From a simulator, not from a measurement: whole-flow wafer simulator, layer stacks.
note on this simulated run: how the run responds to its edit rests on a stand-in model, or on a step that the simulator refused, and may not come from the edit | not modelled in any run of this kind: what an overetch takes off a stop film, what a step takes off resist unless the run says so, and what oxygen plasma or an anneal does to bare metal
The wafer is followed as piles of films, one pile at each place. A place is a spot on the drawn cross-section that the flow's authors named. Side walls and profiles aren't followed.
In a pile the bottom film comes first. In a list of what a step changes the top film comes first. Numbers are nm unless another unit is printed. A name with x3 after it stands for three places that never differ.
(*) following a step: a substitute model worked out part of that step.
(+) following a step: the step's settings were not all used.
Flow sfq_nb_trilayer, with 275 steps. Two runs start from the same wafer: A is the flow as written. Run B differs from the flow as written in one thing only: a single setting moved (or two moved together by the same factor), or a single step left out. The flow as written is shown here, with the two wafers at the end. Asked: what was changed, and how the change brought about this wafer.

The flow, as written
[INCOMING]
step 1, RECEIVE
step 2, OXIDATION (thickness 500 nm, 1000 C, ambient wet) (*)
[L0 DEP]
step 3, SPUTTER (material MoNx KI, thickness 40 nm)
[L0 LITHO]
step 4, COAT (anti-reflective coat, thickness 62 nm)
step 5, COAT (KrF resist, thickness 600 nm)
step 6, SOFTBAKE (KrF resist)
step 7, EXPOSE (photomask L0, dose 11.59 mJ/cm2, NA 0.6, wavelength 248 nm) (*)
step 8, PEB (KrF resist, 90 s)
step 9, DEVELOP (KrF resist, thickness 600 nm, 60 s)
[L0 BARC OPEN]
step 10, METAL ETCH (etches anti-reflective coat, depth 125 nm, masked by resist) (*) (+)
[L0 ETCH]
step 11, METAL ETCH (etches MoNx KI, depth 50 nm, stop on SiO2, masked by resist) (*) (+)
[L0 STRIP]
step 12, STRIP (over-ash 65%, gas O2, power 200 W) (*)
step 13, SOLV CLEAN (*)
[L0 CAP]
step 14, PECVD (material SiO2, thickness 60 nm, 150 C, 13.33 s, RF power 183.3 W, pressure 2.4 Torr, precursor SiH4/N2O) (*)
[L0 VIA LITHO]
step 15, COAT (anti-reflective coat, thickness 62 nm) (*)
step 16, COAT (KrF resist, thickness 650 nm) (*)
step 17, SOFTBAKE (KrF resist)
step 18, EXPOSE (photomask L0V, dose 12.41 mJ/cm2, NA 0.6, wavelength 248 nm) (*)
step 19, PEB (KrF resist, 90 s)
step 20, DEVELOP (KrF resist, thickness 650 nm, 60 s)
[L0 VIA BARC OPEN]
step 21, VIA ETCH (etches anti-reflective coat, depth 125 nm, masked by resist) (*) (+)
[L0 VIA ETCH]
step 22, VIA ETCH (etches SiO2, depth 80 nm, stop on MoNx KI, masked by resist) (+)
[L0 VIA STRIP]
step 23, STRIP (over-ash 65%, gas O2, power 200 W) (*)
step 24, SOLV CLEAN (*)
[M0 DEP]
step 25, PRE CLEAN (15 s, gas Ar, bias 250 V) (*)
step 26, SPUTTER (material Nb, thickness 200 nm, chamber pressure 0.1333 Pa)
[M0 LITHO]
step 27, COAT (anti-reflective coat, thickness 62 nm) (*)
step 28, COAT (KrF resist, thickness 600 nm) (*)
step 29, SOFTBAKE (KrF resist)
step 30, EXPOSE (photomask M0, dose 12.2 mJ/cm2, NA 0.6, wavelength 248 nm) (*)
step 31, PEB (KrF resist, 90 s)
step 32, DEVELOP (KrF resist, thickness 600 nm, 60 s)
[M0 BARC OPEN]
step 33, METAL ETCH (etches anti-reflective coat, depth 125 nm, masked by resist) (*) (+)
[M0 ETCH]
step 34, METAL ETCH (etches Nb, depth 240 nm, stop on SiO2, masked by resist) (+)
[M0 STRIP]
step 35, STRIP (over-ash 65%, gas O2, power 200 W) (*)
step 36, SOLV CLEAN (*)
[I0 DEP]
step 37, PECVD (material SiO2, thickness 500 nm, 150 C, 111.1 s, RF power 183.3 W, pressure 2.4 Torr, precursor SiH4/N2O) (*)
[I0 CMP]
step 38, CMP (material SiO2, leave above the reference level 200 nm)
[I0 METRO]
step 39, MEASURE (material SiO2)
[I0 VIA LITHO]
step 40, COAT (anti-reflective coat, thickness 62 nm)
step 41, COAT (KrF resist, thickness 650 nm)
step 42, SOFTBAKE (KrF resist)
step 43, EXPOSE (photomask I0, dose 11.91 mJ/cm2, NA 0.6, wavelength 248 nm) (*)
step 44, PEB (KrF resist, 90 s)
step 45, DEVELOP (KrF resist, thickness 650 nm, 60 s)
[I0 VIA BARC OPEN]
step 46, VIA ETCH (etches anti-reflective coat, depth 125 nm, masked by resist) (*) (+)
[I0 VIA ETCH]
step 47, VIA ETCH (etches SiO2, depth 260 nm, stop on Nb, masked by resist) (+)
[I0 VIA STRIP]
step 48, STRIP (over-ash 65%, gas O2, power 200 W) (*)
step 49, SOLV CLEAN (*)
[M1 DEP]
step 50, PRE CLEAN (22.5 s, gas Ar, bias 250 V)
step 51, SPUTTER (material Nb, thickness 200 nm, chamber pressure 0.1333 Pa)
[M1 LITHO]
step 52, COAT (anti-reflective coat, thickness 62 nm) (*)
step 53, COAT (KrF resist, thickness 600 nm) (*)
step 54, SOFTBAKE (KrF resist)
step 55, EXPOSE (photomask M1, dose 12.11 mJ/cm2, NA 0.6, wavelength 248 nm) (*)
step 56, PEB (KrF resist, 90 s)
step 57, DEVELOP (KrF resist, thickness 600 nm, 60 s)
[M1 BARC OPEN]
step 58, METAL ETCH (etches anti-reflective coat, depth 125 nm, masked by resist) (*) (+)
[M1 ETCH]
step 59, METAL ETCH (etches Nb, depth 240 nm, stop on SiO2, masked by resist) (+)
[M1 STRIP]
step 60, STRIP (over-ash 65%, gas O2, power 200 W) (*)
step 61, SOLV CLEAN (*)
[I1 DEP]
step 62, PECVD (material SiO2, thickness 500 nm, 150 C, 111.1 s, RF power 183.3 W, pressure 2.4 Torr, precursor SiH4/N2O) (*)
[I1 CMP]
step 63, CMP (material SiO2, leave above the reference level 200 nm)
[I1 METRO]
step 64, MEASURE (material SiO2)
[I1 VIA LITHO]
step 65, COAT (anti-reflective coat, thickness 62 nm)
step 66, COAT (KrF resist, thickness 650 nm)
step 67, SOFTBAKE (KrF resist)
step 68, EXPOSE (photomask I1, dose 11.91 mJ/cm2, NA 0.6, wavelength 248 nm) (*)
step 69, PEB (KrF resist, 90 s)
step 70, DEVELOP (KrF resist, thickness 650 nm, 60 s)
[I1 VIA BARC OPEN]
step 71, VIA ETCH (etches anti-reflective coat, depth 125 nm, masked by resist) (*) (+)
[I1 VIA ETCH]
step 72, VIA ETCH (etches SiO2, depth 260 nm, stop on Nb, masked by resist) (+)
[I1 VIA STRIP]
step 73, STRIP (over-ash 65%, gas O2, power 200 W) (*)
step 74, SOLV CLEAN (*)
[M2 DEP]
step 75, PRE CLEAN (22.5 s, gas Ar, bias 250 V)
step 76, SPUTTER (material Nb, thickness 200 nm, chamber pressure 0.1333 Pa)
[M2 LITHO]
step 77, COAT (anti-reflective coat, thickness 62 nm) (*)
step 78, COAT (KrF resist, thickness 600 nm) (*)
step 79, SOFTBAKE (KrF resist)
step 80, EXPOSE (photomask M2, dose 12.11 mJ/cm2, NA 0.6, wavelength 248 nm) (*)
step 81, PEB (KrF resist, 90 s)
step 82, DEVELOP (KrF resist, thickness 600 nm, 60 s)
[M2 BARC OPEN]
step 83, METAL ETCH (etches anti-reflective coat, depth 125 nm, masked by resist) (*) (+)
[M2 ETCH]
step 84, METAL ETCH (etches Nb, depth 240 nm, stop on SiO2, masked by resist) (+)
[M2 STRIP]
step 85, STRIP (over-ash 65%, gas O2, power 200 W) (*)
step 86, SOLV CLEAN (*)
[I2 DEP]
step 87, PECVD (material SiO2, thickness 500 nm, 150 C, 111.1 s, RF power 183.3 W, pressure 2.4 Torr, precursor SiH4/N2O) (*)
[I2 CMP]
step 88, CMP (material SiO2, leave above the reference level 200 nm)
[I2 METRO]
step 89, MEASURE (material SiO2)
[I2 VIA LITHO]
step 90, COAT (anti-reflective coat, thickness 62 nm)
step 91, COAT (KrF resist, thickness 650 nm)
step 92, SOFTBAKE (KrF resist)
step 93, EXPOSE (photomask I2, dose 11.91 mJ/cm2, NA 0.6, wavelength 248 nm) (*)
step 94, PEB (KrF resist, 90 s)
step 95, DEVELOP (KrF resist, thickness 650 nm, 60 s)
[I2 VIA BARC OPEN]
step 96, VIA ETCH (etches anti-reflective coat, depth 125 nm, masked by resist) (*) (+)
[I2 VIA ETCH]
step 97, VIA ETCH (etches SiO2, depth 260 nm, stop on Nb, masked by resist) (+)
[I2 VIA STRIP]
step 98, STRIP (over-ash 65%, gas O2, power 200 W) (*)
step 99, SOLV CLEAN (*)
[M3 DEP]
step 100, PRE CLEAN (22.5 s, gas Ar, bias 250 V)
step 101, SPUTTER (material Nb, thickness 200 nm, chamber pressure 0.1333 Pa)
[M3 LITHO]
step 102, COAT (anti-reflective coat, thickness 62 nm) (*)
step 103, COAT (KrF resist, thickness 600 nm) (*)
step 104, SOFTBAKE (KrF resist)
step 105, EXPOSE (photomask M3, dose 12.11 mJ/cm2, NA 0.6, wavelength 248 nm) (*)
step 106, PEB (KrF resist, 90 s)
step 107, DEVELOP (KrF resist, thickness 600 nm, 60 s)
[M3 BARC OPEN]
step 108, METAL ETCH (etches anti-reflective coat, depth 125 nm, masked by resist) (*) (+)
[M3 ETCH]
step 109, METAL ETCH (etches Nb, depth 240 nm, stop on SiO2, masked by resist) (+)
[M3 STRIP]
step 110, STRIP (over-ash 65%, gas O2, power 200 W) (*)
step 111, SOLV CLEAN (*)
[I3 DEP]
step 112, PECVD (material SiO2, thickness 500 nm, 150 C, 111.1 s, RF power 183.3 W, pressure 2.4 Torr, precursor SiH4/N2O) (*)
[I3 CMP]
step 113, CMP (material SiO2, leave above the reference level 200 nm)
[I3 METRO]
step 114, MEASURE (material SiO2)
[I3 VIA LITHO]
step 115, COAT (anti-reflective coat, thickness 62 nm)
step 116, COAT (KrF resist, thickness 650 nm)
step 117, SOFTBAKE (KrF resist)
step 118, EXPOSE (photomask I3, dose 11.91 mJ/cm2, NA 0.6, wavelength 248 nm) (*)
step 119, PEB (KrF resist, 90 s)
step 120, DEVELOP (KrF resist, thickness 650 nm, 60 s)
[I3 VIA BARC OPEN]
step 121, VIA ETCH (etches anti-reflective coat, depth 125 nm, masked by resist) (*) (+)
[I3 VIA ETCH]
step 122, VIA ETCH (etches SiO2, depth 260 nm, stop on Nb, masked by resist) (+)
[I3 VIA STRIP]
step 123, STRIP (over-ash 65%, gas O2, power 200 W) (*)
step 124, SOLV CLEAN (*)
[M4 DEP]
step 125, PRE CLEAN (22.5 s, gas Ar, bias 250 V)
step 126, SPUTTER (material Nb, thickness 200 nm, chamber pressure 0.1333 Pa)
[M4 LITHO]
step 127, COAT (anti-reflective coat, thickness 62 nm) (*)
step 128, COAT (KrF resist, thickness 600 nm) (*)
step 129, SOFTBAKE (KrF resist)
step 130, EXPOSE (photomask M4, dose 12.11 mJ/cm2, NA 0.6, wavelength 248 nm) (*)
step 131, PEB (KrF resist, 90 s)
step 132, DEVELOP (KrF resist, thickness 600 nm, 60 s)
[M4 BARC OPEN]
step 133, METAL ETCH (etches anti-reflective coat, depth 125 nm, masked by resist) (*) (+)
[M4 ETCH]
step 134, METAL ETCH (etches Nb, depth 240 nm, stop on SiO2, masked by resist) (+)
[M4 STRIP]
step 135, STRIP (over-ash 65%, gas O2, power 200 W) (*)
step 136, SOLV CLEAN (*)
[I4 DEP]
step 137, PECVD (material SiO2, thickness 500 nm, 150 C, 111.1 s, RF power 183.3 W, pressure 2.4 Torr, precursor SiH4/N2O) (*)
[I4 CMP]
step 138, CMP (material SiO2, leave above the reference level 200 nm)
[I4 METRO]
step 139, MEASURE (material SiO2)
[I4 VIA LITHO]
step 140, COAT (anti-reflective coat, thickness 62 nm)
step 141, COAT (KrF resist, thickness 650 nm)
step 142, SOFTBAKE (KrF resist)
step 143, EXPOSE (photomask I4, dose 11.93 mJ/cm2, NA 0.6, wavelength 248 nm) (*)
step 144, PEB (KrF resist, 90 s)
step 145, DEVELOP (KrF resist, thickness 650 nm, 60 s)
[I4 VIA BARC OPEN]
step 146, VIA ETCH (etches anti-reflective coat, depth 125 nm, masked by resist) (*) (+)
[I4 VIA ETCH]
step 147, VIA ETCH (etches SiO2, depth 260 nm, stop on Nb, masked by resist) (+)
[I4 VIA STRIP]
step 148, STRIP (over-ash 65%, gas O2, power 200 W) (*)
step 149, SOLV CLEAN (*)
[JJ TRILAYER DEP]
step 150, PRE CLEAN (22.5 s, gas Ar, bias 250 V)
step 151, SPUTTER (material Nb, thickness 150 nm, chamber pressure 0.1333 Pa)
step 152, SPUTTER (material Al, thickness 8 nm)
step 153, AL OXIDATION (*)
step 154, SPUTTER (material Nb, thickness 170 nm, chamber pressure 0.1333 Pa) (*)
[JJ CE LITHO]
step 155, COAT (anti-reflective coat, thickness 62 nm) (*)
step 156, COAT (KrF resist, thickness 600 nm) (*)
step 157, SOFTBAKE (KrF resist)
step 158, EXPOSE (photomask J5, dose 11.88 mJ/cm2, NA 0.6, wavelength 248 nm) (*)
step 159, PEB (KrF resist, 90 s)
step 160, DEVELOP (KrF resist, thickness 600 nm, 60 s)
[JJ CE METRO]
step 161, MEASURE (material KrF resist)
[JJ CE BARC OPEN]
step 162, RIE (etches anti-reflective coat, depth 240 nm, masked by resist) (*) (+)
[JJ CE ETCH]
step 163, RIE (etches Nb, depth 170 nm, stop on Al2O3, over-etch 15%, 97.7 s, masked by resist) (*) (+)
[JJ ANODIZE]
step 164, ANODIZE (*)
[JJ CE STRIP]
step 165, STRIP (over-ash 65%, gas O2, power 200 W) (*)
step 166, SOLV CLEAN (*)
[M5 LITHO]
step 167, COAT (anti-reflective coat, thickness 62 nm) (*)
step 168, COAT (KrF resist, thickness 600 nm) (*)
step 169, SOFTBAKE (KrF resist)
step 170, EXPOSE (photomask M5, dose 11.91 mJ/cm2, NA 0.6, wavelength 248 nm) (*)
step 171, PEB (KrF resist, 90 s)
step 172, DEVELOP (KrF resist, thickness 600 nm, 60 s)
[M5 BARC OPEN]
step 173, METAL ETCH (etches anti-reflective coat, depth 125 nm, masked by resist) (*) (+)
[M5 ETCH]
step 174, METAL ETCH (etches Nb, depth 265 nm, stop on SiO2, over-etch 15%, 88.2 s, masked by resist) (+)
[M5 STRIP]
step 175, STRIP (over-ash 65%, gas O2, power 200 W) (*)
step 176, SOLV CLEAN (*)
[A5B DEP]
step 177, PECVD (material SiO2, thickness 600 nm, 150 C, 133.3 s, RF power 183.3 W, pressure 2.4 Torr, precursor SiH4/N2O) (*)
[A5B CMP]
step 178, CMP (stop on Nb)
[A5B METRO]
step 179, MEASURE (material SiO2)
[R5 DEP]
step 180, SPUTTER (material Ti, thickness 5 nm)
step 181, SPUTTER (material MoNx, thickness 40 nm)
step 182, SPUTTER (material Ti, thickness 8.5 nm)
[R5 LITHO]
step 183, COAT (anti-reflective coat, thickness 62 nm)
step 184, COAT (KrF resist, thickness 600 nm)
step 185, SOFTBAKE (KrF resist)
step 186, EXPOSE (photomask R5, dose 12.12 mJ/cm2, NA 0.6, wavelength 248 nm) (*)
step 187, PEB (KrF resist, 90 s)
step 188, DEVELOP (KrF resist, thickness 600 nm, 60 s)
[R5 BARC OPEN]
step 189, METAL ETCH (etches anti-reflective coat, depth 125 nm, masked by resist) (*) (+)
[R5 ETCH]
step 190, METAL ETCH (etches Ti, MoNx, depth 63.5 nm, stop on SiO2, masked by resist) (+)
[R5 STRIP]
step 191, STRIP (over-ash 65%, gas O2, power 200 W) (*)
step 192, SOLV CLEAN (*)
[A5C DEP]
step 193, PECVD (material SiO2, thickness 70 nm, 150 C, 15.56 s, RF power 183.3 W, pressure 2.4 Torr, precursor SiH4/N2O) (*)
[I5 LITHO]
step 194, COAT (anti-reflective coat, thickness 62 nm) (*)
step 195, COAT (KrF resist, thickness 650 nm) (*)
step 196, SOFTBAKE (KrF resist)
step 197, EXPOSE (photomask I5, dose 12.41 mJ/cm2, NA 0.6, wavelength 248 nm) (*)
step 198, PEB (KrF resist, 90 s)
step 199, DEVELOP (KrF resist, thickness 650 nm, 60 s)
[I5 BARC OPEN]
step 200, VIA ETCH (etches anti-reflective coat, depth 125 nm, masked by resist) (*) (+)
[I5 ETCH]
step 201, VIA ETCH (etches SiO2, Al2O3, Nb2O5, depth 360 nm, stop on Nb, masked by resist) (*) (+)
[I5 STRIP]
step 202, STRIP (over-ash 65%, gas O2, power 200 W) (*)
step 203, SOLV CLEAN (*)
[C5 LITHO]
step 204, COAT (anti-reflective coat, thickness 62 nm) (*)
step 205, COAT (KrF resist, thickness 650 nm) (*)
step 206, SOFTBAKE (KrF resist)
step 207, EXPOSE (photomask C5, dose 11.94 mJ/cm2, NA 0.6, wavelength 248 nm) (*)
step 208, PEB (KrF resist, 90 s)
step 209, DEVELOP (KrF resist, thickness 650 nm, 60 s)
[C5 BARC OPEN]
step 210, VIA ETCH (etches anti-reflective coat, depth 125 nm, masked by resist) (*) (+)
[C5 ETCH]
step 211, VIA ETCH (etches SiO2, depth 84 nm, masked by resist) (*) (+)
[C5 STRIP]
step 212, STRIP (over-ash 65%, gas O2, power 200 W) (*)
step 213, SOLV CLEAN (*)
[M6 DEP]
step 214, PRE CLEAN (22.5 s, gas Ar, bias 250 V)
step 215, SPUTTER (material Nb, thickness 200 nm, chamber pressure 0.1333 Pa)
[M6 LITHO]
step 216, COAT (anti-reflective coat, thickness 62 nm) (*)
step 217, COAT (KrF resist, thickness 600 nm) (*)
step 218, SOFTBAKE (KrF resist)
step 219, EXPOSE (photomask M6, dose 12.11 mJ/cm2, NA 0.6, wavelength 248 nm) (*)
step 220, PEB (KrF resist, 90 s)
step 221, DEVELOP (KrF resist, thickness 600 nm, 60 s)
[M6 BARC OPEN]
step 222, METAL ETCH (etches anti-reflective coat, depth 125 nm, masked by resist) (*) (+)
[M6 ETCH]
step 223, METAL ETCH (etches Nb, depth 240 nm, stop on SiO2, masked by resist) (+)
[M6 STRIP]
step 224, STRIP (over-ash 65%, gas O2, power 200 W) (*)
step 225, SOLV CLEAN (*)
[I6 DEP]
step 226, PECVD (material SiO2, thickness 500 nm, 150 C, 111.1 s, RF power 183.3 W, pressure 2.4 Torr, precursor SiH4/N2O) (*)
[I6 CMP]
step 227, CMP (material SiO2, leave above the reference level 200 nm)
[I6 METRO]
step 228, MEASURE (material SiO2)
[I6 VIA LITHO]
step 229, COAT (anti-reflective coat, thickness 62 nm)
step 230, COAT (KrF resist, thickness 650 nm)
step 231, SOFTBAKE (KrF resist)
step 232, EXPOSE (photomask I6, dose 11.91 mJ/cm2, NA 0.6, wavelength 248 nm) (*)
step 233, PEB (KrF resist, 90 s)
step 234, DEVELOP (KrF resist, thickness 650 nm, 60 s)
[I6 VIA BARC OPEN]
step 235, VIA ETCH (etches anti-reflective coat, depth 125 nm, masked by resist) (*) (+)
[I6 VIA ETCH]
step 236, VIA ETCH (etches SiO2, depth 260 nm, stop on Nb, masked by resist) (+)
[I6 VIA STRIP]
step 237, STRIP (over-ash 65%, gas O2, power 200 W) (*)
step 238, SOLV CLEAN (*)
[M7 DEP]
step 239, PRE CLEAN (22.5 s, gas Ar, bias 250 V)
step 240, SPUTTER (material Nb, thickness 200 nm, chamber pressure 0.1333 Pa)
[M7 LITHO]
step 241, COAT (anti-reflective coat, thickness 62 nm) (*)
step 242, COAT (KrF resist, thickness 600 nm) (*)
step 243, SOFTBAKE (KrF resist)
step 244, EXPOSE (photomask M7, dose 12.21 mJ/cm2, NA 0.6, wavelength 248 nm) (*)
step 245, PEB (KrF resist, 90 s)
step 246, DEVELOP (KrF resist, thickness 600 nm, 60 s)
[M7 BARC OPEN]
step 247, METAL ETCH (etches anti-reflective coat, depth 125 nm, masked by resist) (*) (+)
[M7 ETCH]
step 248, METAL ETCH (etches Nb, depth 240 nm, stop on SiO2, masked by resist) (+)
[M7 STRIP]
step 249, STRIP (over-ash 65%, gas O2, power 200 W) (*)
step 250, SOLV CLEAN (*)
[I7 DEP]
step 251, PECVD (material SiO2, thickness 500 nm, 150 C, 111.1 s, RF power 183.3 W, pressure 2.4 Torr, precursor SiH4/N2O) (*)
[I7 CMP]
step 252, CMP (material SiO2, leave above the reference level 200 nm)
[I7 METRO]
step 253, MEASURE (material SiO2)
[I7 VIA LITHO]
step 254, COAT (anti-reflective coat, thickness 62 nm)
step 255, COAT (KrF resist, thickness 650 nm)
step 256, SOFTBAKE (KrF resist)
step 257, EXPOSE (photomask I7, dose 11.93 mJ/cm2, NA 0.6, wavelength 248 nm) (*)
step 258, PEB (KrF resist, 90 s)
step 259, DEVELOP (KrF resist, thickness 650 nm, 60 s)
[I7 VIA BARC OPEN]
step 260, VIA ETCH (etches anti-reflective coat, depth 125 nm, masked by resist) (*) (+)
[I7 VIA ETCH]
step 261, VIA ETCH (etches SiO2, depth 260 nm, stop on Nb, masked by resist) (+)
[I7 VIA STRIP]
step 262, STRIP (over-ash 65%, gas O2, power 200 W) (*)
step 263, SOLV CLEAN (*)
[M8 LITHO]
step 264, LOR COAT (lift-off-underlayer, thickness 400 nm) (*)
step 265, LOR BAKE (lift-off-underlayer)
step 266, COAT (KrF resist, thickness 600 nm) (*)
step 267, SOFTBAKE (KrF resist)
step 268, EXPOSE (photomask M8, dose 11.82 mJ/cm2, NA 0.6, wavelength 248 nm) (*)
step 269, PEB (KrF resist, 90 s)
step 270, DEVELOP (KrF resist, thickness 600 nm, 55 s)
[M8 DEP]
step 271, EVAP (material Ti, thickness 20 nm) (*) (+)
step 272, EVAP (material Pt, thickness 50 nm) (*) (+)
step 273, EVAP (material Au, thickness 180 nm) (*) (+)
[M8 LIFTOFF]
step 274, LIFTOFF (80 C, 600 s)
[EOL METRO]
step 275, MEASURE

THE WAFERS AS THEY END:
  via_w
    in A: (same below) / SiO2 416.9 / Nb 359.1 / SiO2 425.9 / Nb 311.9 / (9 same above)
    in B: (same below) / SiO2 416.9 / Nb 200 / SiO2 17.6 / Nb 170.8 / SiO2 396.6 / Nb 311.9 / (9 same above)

Cause: step 97, VIA ETCH: depth 174.7 nm was run, while the flow as written has depth 260 nm.

How this came from the change, step by step:
  step 97, VIA ETCH (etches SiO2, depth 260 nm, stop on Nb, masked by resist) (+)
      via_w: A SiO2 loses 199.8 (all of it) | B SiO2 loses 174.7
      field_l, v_sur, via_wl and 102 more: A KrF resist loses 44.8 | B KrF resist loses 30.1
  step 98, STRIP (over-ash 65%, gas O2, power 200 W) (*)
      field_l, v_sur, via_wl and 102 more: A KrF resist loses 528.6 (all of it), anti-reflective coat loses 62 (all of it) | B KrF resist loses 543.3 (all of it), anti-reflective coat loses 62 (all of it)
  step 100, PRE CLEAN (22.5 s, gas Ar, bias 250 V)
      via_w: A Nb loses 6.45 | B SiO2 loses 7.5
  step 101, SPUTTER (material Nb, thickness 200 nm, chamber pressure 0.1333 Pa)
      via_w: A Nb gains 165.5 | B Nb gains 170.8 (new film)
  step 102, COAT (anti-reflective coat, thickness 62 nm) (*)
      via_wl, via_wr: A anti-reflective coat gains 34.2 (new film) | B anti-reflective coat gains 26.7 (new film)
      v_sur: A anti-reflective coat gains 61.1 (new film) | B anti-reflective coat gains 58.5 (new film)
      (also at 1 further place)
  step 103, COAT (KrF resist, thickness 600 nm) (*)
      via_w: A KrF resist gains 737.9 (new film) | B KrF resist gains 721 (new film)
  step 110, STRIP (over-ash 65%, gas O2, power 200 W) (*)
      v_sur: A KrF resist loses 365.3 (all of it), anti-reflective coat loses 61.1 (all of it) | B KrF resist loses 367.8 (all of it), anti-reflective coat loses 58.5 (all of it)
      via_wl: A KrF resist loses 384.2 (all of it), anti-reflective coat loses 34.2 (all of it) | B KrF resist loses 392.1 (all of it), anti-reflective coat loses 26.7 (all of it)
      (also at 2 further places)
  step 112, PECVD (material SiO2, thickness 500 nm, 150 C, 111.1 s, RF power 183.3 W, pressure 2.4 Torr, precursor SiH4/N2O) (*)
      via_w: A SiO2 gains 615 (new film) | B SiO2 gains 561.1 (new film)
  step 113, CMP (material SiO2, leave above the reference level 200 nm)
      via_w: A SiO2 loses 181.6 | B SiO2 loses 157.1
With metal films that touch counted as one body, via_w has 6 bodies (between them, from the top down: SiO2 192.5; SiO2 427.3 / Al2O3 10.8 / Nb2O5 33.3; SiO2 396.6; SiO2 17.6; SiO2 416.9); the flow as written gives 5 bodies (between them, from the top down: SiO2 192.5; SiO2 427.3 / Al2O3 10.8 / Nb2O5 33.3; SiO2 425.9; SiO2 416.9).
